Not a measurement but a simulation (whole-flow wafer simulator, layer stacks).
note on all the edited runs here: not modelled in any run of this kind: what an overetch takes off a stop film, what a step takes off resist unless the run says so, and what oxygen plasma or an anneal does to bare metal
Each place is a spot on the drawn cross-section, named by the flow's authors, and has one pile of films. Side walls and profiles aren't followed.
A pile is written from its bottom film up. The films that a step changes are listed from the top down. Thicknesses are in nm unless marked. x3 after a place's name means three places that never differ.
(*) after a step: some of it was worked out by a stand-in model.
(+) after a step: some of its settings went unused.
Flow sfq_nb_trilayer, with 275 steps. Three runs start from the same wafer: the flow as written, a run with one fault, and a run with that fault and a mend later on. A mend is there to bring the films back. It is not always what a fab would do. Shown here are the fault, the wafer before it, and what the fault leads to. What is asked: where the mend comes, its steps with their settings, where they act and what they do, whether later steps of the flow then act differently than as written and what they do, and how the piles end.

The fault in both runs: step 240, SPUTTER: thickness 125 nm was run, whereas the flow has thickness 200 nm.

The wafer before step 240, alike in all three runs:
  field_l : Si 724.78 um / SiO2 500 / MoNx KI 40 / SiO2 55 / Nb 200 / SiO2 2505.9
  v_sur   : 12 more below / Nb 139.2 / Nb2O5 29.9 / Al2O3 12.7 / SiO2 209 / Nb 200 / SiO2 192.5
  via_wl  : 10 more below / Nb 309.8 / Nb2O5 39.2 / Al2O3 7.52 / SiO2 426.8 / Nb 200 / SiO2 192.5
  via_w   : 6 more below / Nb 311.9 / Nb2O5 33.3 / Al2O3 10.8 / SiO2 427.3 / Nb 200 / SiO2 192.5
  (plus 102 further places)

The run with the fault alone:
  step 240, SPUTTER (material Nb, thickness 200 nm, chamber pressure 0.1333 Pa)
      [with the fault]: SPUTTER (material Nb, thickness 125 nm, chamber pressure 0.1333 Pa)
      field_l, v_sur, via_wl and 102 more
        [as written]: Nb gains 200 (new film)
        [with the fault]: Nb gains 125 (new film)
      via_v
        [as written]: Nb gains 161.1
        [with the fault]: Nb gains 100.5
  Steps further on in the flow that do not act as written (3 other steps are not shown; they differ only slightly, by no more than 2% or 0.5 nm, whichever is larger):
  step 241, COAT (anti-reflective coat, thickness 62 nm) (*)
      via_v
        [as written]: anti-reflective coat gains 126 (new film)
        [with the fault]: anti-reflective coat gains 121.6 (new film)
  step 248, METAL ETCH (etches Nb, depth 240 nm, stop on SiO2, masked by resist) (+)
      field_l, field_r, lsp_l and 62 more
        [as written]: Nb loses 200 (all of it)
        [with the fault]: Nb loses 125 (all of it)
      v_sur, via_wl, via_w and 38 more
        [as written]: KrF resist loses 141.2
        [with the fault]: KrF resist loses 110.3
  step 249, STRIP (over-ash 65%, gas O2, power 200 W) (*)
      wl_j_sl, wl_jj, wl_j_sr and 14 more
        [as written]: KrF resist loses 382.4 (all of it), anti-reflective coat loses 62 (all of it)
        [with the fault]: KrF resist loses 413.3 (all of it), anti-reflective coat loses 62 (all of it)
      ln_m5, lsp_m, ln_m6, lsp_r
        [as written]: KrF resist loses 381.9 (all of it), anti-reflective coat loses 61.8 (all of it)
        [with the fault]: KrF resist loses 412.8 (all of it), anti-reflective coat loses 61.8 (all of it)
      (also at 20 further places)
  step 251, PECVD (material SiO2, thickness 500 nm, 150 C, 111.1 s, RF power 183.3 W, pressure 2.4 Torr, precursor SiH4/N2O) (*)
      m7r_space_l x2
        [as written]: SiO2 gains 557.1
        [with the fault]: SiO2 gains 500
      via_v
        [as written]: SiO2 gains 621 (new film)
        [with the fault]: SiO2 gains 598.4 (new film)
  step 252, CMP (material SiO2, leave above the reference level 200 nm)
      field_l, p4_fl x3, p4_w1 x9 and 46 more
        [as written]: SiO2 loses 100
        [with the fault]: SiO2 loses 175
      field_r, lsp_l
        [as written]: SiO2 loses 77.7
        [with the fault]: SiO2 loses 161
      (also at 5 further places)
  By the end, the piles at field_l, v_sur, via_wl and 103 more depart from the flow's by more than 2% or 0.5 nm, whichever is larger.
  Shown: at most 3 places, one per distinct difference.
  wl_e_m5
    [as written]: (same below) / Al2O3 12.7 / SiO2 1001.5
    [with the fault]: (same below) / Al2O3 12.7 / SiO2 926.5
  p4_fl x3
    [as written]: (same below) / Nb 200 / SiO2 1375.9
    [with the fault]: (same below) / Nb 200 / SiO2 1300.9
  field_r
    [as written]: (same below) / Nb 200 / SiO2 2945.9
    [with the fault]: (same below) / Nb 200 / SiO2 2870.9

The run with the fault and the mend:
  The mend stands after step 240.
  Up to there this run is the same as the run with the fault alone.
  step 240a, SPUTTER (material Nb, thickness 75 nm, chamber pressure 0.1333 Pa) (the flow's step 240, run once more with other settings)
      field_l, v_sur, via_wl and 102 more
        Nb gains 75
      via_v
        Nb gains 57
  Later steps of the flow that are run all act as written at every place that is followed, up to a difference of at most 2% or 0.5 nm, whichever is larger.
  At the end the piles are close to the flow's at the places that both follow, differing by at most 2% or 0.5 nm, whichever is larger.
